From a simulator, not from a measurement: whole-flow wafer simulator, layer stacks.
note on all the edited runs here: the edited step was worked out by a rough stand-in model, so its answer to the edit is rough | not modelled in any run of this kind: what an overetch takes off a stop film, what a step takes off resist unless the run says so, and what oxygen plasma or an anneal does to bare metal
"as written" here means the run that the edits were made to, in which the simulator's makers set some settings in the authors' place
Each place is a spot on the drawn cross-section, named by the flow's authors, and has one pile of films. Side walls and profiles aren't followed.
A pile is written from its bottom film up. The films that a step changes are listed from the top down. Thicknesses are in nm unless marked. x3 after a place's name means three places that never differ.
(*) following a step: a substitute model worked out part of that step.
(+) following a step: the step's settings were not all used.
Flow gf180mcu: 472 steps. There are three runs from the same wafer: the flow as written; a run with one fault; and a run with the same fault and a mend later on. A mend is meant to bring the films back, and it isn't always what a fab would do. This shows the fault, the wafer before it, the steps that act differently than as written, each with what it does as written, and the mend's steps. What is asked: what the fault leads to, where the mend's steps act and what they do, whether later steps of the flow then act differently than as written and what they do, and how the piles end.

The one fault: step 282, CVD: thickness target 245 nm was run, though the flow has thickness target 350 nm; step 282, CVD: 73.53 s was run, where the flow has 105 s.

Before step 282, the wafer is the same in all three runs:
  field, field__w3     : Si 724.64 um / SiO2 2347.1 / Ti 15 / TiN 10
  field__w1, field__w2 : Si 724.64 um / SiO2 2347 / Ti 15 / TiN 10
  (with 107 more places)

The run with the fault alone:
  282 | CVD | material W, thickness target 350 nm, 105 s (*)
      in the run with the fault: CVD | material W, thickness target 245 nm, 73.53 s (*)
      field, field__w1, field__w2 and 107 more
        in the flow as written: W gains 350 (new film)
        in the run with the fault: W gains 245.8 (new film)
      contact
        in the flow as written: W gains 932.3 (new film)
        in the run with the fault: W gains 828 (new film)
  Later steps of the flow acting differently than as written:
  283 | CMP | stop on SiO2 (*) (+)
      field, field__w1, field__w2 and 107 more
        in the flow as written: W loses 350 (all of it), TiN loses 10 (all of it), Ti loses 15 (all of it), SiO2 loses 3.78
        in the run with the fault: W loses 245.8 (all of it), TiN loses 10 (all of it), Ti loses 15 (all of it), SiO2 loses 2.73
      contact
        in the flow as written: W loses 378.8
        in the run with the fault: W loses 273.5
  At the end the piles are close to the flow's at the places that both follow, differing by at most 2% or 0.5 nm, whichever is larger.

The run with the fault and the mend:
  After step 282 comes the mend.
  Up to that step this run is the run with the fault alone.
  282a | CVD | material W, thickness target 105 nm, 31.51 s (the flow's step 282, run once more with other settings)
      field, field__w1, field__w2 and 108 more
        W gains 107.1
  Every later step of the flow that is run acts as written, at every place that is followed, to within 2% or 0.5 nm, whichever is larger.
  At the end the piles are close to the flow's at the places that both follow, differing by at most 2% or 0.5 nm, whichever is larger.
